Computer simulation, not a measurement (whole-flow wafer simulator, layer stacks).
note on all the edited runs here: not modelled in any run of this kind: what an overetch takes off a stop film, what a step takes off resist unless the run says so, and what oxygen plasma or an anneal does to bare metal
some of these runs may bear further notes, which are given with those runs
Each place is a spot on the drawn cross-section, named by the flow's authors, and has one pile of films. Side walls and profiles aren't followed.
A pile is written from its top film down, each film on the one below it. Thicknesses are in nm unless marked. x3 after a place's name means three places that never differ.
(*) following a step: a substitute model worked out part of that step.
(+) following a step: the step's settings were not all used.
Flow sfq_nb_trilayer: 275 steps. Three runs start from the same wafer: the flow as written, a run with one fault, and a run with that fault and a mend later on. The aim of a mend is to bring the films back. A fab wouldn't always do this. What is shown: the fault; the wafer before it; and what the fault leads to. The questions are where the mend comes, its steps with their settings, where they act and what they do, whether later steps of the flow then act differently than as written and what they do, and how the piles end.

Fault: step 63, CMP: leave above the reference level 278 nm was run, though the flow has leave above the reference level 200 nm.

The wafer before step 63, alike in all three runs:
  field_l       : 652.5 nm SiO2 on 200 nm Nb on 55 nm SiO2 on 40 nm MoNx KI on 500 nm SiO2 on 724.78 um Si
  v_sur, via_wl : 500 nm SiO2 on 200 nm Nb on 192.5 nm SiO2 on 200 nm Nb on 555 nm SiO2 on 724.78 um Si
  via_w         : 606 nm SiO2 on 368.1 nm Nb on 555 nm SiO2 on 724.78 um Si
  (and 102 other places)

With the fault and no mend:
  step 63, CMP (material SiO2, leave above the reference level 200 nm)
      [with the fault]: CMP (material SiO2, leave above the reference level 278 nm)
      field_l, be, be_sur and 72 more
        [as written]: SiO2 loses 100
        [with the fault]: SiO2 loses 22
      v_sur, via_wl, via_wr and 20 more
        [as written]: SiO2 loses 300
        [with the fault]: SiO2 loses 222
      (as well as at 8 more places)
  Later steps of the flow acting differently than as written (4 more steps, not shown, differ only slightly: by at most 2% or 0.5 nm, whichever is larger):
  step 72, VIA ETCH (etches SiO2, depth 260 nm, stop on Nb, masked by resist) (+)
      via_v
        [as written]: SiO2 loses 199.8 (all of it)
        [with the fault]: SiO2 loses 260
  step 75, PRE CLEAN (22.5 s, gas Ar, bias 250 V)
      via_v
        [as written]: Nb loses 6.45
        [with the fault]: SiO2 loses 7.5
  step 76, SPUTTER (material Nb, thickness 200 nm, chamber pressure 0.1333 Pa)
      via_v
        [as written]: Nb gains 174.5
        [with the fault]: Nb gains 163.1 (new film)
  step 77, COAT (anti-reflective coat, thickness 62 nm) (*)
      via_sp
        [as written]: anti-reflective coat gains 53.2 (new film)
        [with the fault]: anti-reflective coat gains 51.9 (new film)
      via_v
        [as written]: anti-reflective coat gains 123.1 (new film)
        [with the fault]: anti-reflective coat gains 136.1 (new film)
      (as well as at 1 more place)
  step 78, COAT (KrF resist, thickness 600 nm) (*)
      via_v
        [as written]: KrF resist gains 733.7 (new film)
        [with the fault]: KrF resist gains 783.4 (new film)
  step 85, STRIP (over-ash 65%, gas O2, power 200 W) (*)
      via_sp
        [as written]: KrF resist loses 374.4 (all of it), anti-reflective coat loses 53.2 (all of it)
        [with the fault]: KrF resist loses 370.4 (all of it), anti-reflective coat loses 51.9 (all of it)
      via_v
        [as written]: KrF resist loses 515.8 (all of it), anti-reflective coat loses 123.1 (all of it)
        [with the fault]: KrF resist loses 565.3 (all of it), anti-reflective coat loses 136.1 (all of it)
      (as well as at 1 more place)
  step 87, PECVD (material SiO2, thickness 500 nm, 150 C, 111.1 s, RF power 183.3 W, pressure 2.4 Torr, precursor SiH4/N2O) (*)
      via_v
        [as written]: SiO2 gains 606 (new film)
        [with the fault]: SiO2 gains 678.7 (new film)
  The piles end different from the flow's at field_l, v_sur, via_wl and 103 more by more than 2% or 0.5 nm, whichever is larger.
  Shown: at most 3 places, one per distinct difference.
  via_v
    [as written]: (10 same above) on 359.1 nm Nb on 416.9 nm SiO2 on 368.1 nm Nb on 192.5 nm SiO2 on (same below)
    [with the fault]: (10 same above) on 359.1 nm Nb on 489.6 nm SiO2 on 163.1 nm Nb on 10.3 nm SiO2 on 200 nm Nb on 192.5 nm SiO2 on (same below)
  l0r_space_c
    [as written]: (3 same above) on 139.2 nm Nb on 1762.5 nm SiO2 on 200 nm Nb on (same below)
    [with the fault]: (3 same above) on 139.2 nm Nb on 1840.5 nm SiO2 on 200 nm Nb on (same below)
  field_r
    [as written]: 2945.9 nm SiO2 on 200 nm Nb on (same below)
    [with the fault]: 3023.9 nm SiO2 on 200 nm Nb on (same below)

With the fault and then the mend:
  The mend stands after step 70.
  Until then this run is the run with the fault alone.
  step 70a, STRIP (over-ash 65%, gas O2, power 200 W) (*)
      field_l, v_sur, via_wl and 102 more
        KrF resist loses 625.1 (all of it), anti-reflective coat loses 62 (all of it)
      via_v
        anti-reflective coat loses 62 (all of it)
  step 70b, CMP (material SiO2, leave above the reference level 200 nm) (a further turn of the flow's step 63)
      field_l, v_sur, via_wl and 103 more
        SiO2 loses 78
  step 70c, COAT (anti-reflective coat, thickness 62 nm) (a further turn of the flow's step 65)
      field_l, v_sur, via_wl and 103 more
        anti-reflective coat gains 62 (new film)
  step 70d, COAT (KrF resist, thickness 650 nm) (a further turn of the flow's step 66)
      field_l, v_sur, via_wl and 103 more
        KrF resist gains 650 (new film)
  step 70e, SOFTBAKE (KrF resist) (a further turn of the flow's step 67)
      does not change any film at any place that is followed
  step 70f, EXPOSE (photomask I1, dose 11.91 mJ/cm2, NA 0.6, wavelength 248 nm) (*) (a further turn of the flow's step 68)
      does not change any film at any place that is followed
  step 70g, PEB (KrF resist, 90 s) (a further turn of the flow's step 69)
      field_l, v_sur, via_wl and 103 more
        KrF resist loses 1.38
  step 70h, DEVELOP (KrF resist, thickness 650 nm, 60 s) (a further turn of the flow's step 70)
      field_l, v_sur, via_wl and 102 more
        KrF resist loses 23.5
      via_v
        KrF resist loses 648.6 (all of it)
  Later steps of the flow that are run all act as written at every place that is followed.
  The piles end the same as the flow's at every place that both follow.
